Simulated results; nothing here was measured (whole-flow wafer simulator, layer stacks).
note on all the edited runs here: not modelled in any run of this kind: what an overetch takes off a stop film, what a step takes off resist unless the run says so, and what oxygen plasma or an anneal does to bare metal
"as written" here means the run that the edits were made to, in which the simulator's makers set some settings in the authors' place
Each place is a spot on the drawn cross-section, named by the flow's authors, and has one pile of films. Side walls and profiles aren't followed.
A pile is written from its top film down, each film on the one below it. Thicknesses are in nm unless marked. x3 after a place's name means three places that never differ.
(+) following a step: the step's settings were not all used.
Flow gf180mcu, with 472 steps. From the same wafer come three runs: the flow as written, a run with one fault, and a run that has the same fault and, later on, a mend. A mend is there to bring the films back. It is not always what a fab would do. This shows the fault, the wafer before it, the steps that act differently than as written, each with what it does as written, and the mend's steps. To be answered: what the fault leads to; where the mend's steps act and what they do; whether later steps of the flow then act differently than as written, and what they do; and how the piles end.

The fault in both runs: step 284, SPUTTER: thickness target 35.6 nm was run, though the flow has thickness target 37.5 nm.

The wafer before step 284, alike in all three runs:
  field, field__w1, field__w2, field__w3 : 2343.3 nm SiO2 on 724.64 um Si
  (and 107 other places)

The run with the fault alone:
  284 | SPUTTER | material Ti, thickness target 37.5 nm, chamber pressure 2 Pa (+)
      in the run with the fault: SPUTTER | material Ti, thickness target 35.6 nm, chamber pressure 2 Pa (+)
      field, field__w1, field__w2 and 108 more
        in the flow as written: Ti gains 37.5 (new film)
        in the run with the fault: Ti gains 35.6 (new film)
  Later steps of the flow acting differently than as written (not shown: 1 more step that differs only slightly, by at most 2% or 0.5 nm, whichever is larger):
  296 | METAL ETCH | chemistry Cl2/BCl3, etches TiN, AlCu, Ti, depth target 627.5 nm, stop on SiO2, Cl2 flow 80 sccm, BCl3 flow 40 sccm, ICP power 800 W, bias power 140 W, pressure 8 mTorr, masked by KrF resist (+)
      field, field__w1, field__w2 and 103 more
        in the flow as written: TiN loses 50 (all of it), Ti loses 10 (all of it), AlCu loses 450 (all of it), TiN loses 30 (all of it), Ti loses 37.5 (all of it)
        in the run with the fault: TiN loses 50 (all of it), Ti loses 10 (all of it), AlCu loses 450 (all of it), TiN loses 30 (all of it), Ti loses 35.6 (all of it)
  The piles end different from the flow's at field__w8, contact, m1, m1__w1, m1_nw by more than 2% or 0.5 nm, whichever is larger.
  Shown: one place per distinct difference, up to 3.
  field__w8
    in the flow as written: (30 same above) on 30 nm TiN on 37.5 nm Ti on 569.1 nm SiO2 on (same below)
    in the run with the fault: (30 same above) on 30 nm TiN on 35.6 nm Ti on 569.1 nm SiO2 on (same below)
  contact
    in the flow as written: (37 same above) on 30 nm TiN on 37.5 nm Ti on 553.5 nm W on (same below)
    in the run with the fault: (37 same above) on 30 nm TiN on 35.6 nm Ti on 553.5 nm W on (same below)

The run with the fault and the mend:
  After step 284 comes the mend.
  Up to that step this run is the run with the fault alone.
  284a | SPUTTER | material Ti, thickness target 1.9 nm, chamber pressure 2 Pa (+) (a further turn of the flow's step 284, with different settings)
      field, field__w1, field__w2 and 108 more
        Ti gains 1.9
  Every later step of the flow that is run acts as written at every place that is followed.
  The piles end the same as the flow's at every place that both follow.
